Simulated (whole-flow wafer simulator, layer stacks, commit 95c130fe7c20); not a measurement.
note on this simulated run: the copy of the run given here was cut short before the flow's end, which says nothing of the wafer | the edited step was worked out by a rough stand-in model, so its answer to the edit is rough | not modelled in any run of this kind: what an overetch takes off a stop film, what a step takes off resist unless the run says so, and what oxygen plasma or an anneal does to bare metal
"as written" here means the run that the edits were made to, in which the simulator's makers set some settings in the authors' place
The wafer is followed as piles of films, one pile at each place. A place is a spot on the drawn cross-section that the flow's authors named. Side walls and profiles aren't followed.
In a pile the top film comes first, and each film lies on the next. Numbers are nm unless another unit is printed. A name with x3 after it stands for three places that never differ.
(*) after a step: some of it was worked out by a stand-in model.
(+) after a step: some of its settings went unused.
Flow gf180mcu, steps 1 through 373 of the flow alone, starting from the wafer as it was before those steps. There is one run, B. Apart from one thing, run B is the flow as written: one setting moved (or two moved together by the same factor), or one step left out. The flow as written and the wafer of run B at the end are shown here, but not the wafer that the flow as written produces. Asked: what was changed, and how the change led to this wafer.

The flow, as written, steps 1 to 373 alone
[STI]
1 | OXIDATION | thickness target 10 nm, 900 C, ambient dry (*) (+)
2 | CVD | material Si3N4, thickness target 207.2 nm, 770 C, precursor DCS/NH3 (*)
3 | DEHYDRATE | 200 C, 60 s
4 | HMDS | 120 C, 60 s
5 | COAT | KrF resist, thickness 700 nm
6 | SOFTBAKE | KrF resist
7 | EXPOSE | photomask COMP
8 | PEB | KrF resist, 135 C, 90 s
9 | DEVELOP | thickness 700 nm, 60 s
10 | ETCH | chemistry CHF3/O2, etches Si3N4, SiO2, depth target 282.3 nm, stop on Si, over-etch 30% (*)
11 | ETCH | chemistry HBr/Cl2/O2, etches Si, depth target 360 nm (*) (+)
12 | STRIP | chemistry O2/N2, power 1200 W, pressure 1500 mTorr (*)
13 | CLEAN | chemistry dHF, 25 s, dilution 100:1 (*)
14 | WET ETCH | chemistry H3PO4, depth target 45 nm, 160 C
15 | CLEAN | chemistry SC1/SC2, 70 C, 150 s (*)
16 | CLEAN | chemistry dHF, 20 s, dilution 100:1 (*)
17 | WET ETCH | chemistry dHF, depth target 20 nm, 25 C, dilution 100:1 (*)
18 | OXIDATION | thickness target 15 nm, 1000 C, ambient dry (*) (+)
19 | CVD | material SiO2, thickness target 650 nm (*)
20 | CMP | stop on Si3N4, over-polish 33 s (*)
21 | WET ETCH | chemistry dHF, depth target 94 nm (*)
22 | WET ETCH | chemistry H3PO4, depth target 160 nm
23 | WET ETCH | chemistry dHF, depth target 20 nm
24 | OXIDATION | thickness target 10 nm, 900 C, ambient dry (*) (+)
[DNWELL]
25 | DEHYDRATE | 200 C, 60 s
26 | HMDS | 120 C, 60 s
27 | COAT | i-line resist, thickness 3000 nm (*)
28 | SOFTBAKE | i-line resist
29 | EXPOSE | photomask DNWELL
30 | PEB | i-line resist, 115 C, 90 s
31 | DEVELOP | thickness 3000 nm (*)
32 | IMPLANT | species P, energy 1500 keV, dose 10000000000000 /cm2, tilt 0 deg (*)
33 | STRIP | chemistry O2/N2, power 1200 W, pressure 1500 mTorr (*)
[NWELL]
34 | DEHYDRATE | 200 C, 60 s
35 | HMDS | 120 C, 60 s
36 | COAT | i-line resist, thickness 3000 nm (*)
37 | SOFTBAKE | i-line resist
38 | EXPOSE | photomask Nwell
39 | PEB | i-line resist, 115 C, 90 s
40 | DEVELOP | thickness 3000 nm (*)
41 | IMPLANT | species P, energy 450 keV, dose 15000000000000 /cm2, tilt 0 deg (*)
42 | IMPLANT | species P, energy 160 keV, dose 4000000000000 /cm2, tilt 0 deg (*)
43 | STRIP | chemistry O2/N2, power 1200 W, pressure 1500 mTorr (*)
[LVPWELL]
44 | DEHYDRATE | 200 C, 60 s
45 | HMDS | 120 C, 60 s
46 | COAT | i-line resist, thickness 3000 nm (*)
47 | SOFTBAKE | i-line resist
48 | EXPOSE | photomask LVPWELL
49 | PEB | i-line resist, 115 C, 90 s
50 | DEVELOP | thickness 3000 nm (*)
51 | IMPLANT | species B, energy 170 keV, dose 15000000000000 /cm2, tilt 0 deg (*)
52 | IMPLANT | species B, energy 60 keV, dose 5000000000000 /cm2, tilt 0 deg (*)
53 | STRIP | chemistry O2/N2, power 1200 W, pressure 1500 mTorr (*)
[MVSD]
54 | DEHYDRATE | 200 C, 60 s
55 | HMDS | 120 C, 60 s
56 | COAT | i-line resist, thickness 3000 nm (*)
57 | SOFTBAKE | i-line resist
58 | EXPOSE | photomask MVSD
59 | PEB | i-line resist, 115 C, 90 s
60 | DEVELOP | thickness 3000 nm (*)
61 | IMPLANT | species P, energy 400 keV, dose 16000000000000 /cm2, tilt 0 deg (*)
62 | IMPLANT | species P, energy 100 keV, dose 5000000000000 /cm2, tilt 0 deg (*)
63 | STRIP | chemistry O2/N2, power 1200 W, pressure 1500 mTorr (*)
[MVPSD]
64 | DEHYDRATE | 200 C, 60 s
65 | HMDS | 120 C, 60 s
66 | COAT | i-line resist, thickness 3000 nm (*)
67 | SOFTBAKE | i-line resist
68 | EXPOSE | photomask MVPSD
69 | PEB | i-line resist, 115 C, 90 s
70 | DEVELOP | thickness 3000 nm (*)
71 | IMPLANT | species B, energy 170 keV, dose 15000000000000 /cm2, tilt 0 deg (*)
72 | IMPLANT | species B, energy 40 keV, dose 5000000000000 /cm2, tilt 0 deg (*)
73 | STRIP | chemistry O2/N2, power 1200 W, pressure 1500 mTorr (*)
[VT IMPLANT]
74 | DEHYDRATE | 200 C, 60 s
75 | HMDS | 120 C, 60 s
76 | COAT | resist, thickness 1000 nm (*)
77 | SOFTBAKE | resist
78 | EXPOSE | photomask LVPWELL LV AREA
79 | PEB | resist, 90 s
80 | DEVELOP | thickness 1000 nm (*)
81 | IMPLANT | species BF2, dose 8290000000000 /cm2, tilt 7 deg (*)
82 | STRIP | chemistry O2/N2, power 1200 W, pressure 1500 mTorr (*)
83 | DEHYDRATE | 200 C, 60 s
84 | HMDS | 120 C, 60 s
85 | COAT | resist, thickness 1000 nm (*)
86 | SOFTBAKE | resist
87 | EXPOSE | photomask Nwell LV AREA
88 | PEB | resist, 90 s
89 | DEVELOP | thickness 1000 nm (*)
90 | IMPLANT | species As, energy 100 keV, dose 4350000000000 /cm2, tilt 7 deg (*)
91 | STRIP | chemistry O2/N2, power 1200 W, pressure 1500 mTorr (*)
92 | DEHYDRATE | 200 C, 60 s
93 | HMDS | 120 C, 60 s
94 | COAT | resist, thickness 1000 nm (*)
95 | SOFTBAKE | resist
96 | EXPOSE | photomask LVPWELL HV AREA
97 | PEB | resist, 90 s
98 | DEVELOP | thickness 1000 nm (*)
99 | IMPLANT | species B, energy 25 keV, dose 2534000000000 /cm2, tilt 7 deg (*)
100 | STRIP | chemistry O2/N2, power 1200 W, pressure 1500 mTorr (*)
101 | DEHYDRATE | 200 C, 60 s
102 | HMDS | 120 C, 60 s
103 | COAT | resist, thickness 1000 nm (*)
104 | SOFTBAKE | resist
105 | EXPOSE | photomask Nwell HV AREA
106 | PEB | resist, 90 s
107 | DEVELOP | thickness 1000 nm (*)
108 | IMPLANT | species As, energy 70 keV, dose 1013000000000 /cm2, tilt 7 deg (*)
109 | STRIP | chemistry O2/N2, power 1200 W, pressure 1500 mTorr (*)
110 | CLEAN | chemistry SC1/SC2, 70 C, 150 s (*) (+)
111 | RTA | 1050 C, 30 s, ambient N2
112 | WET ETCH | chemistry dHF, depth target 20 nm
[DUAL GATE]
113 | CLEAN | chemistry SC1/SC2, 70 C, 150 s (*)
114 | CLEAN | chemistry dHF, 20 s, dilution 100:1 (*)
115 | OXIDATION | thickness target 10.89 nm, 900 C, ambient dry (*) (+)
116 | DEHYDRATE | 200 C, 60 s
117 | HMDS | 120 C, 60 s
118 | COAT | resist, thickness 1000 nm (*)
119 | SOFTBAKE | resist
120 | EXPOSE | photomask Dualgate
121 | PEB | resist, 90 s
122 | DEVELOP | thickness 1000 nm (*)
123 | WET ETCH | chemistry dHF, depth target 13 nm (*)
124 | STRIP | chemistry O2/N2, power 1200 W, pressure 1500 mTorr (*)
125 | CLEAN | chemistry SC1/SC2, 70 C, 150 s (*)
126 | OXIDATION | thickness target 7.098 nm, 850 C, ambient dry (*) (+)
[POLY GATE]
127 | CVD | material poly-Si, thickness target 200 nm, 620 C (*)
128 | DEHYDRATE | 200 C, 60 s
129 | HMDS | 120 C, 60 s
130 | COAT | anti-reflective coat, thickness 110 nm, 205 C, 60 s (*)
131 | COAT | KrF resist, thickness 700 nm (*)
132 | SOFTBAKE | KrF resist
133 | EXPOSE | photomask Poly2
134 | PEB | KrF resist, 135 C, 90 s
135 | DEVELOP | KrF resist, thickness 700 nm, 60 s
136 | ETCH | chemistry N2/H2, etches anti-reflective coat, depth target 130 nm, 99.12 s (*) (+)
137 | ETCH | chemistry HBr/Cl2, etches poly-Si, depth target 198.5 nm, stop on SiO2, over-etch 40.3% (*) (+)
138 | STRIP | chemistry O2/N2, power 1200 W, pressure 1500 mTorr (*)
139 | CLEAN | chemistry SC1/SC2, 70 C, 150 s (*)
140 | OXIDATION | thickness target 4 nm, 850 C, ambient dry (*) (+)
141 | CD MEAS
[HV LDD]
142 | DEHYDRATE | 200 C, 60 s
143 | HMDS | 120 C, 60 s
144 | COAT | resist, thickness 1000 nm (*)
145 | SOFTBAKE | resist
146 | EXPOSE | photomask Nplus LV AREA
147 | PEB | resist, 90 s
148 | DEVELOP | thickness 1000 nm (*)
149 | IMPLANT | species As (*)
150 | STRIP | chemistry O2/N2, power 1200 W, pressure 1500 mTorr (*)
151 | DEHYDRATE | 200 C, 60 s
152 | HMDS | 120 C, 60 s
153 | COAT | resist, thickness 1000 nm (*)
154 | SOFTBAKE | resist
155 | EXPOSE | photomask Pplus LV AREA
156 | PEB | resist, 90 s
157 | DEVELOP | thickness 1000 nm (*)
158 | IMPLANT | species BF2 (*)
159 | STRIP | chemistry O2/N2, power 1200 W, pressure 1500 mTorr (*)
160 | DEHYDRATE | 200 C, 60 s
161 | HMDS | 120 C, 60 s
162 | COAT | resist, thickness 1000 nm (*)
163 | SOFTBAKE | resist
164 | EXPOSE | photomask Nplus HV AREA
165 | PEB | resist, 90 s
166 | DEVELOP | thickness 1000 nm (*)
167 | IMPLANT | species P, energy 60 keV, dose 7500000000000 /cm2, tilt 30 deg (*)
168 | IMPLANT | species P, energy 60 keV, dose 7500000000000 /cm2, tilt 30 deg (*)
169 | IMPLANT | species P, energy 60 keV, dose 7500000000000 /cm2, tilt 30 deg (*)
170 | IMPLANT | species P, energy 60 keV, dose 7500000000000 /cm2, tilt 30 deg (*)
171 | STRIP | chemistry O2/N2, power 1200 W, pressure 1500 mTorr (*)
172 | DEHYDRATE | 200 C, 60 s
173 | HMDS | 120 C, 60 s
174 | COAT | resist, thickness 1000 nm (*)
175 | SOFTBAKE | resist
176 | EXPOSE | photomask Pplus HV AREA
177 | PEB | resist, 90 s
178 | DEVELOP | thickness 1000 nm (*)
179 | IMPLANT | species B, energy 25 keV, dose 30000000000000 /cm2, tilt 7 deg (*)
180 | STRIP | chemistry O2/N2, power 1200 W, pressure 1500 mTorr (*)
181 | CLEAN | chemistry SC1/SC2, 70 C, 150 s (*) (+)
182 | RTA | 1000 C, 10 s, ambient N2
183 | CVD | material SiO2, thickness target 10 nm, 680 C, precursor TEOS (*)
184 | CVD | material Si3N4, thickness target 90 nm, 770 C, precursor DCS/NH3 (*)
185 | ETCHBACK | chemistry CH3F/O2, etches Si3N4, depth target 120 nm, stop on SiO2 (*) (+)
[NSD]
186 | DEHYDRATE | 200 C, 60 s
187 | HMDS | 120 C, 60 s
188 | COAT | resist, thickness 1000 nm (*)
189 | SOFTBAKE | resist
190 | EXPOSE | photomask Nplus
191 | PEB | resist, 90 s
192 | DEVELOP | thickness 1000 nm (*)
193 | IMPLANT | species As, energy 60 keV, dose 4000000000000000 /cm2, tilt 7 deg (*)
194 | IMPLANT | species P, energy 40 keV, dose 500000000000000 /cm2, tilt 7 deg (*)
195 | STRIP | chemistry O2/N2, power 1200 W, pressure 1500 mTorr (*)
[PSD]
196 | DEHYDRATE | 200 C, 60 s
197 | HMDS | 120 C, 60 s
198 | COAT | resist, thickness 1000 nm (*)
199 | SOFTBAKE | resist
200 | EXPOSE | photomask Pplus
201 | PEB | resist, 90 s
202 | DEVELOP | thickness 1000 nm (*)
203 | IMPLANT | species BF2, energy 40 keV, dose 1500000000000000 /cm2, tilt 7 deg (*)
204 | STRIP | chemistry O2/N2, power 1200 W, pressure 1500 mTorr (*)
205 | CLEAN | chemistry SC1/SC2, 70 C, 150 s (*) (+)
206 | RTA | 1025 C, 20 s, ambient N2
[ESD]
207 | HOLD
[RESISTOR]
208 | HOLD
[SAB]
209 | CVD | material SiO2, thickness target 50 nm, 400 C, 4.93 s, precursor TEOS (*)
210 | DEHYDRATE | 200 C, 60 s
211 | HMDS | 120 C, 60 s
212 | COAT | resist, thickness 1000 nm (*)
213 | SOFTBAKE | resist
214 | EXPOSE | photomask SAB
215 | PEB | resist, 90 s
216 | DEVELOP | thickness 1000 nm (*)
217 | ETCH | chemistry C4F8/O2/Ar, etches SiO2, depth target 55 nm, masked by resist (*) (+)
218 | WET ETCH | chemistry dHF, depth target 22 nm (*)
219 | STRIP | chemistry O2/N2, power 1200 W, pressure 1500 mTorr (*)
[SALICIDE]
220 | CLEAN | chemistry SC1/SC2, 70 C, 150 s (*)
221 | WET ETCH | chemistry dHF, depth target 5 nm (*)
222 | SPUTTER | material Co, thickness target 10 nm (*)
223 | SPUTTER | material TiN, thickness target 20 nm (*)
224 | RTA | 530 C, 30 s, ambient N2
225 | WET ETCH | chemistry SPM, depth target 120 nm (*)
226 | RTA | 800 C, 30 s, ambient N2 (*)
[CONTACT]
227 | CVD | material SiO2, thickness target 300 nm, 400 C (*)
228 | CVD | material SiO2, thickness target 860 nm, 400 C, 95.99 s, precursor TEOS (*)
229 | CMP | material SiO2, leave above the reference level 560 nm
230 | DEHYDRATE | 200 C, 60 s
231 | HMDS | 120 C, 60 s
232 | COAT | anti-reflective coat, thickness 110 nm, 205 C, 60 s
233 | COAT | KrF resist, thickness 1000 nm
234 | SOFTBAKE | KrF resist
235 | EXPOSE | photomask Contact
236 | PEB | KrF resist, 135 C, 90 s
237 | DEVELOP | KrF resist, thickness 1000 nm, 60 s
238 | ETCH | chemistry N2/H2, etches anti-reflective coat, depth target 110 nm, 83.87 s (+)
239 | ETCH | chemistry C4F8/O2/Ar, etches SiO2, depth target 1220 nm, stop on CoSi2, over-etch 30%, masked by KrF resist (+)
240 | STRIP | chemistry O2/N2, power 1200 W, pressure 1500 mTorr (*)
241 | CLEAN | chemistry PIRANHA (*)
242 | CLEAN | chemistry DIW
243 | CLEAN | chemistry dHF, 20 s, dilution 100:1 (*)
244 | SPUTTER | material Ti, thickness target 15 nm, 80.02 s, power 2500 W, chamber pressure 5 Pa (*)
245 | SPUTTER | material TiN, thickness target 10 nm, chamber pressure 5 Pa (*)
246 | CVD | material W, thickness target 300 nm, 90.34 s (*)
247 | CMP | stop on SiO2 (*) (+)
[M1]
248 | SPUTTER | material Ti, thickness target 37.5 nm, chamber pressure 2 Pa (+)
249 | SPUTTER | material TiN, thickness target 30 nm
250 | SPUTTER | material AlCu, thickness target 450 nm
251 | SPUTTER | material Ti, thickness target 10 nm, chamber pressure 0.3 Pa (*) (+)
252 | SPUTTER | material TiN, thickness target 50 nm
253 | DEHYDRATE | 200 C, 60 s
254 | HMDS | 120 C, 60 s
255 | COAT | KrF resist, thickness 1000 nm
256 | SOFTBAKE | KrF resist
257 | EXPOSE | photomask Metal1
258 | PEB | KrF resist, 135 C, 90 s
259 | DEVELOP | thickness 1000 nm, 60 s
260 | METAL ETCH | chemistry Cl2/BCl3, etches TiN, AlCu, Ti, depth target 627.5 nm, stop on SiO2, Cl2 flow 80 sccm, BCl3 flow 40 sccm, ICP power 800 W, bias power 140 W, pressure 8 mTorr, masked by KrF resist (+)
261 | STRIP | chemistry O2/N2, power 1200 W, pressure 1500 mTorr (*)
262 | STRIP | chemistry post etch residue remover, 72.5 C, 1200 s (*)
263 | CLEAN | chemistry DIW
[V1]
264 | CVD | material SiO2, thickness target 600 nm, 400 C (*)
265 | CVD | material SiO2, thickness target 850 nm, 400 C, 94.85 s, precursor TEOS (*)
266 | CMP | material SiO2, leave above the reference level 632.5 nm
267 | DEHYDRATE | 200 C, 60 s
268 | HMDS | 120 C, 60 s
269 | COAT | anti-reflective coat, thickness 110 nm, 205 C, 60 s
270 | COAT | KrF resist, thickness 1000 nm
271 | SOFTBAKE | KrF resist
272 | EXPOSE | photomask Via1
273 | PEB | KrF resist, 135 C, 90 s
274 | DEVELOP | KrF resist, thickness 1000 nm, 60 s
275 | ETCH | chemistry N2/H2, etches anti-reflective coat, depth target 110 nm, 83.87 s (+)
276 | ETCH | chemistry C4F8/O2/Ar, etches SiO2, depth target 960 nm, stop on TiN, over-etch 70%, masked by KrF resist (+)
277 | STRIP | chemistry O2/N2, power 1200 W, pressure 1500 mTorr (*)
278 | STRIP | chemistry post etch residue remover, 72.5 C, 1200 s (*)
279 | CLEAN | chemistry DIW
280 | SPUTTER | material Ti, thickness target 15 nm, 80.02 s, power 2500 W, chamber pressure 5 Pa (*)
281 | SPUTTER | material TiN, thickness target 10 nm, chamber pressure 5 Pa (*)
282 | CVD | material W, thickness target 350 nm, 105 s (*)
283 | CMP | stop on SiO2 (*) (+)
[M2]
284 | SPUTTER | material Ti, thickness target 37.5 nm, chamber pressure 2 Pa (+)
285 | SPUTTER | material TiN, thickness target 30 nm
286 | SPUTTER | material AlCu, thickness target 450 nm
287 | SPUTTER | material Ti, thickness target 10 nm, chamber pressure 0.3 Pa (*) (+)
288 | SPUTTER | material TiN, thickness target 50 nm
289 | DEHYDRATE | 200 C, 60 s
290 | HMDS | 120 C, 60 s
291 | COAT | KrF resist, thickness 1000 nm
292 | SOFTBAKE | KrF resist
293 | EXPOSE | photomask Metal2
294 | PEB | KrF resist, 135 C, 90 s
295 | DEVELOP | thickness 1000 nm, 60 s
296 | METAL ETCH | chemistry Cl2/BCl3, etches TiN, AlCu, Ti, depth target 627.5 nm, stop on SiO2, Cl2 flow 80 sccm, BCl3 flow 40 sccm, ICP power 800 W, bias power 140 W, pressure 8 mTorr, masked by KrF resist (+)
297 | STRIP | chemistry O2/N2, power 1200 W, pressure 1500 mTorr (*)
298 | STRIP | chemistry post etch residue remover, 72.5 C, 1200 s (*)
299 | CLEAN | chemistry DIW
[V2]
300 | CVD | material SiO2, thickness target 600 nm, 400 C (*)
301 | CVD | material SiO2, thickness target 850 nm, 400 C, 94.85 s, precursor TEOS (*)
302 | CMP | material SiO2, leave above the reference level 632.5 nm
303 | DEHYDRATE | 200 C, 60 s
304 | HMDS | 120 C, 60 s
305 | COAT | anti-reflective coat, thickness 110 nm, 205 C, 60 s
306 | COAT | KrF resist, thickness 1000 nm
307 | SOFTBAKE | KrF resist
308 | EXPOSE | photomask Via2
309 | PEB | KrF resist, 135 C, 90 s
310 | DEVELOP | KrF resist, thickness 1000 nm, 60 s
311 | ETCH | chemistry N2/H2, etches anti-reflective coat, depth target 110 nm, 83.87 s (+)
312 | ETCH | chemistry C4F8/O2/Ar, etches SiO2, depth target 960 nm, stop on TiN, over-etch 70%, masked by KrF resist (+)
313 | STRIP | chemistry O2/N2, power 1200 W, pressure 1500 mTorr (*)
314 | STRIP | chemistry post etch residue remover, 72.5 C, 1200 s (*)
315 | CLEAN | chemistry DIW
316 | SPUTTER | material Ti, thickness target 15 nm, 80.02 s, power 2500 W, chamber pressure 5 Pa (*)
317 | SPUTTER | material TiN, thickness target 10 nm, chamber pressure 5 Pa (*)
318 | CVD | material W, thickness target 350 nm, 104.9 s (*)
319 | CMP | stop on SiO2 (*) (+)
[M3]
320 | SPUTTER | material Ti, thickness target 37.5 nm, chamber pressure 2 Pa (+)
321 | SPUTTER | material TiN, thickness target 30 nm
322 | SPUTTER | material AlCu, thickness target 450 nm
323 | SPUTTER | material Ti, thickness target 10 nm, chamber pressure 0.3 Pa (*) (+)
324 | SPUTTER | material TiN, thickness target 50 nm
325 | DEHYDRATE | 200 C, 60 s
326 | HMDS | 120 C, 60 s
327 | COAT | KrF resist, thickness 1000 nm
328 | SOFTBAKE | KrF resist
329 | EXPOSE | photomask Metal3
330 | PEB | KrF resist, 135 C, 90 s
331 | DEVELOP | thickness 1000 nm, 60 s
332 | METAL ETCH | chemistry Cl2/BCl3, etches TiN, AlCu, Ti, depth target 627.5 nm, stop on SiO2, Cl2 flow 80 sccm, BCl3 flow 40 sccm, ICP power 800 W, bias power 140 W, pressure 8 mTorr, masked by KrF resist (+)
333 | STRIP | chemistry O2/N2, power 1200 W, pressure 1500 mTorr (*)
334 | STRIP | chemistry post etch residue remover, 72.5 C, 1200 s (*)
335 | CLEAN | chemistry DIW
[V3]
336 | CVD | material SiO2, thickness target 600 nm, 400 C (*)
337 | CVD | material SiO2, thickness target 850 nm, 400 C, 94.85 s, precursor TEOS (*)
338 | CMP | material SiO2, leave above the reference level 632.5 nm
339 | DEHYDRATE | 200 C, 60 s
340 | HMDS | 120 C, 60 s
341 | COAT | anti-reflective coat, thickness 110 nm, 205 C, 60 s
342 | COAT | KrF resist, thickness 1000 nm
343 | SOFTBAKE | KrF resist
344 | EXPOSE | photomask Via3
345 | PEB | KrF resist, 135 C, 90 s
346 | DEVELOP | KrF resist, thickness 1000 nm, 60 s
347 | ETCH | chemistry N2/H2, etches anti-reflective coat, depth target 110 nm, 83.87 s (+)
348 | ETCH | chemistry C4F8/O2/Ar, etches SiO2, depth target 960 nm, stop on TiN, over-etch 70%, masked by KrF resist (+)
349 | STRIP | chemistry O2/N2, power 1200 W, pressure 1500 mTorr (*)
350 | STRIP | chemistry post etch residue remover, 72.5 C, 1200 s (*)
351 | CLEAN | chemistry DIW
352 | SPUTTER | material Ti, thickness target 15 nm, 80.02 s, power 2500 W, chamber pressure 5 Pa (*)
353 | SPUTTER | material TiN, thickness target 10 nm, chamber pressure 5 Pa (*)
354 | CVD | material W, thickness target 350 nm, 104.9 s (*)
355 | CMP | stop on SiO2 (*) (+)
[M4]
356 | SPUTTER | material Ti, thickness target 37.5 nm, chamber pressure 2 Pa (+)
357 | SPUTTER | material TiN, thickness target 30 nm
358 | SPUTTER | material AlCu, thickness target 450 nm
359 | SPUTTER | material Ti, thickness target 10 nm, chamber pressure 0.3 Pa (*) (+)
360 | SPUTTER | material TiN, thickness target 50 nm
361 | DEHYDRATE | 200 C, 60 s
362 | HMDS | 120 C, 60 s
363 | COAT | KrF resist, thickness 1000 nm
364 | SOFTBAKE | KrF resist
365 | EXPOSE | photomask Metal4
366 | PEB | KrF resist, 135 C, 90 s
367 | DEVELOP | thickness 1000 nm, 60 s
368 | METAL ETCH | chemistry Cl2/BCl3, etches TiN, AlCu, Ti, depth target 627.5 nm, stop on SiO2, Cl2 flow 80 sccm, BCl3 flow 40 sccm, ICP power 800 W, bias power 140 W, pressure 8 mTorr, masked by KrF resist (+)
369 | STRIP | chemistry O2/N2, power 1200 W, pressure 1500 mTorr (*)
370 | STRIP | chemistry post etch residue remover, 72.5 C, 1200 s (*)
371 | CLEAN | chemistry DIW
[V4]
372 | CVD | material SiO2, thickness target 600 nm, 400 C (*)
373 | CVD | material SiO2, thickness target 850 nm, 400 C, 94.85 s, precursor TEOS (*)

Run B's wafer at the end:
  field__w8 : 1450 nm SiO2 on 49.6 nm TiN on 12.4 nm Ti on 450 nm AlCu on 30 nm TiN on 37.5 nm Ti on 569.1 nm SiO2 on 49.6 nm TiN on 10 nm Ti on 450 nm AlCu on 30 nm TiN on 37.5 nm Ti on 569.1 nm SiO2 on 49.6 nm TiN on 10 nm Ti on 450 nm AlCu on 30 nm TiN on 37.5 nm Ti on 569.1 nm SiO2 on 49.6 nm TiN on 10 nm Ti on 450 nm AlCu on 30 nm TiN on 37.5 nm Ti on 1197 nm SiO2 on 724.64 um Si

Cause: step 359, SPUTTER: thickness target 12.4 nm was run, though the flow has thickness target 10 nm.
One can read it off the wafer: field__w8 has Ti 12.4, and step 359 as written asks for 10 nm.

Step by step, how the change led to this:
  359 | SPUTTER | material Ti, thickness target 10 nm, chamber pressure 0.3 Pa (*) (+)
      field, field__w1, field__w2 and 108 more: +12.4 Ti (new film) (it would be, as written: +10 Ti (new film))
  368 | METAL ETCH | chemistry Cl2/BCl3, etches TiN, AlCu, Ti, depth target 627.5 nm, stop on SiO2, Cl2 flow 80 sccm, BCl3 flow 40 sccm, ICP power 800 W, bias power 140 W, pressure 8 mTorr, masked by KrF resist (+)
      field, field__w1, field__w2 and 103 more: -50 TiN (all of it), -12.4 Ti (all of it), -450 AlCu (all of it), -30 TiN (all of it), -37.5 Ti (all of it) (it would be, as written: -50 TiN (all of it), -10 Ti (all of it), -450 AlCu (all of it), -30 TiN (all of it), -37.5 Ti (all of it))
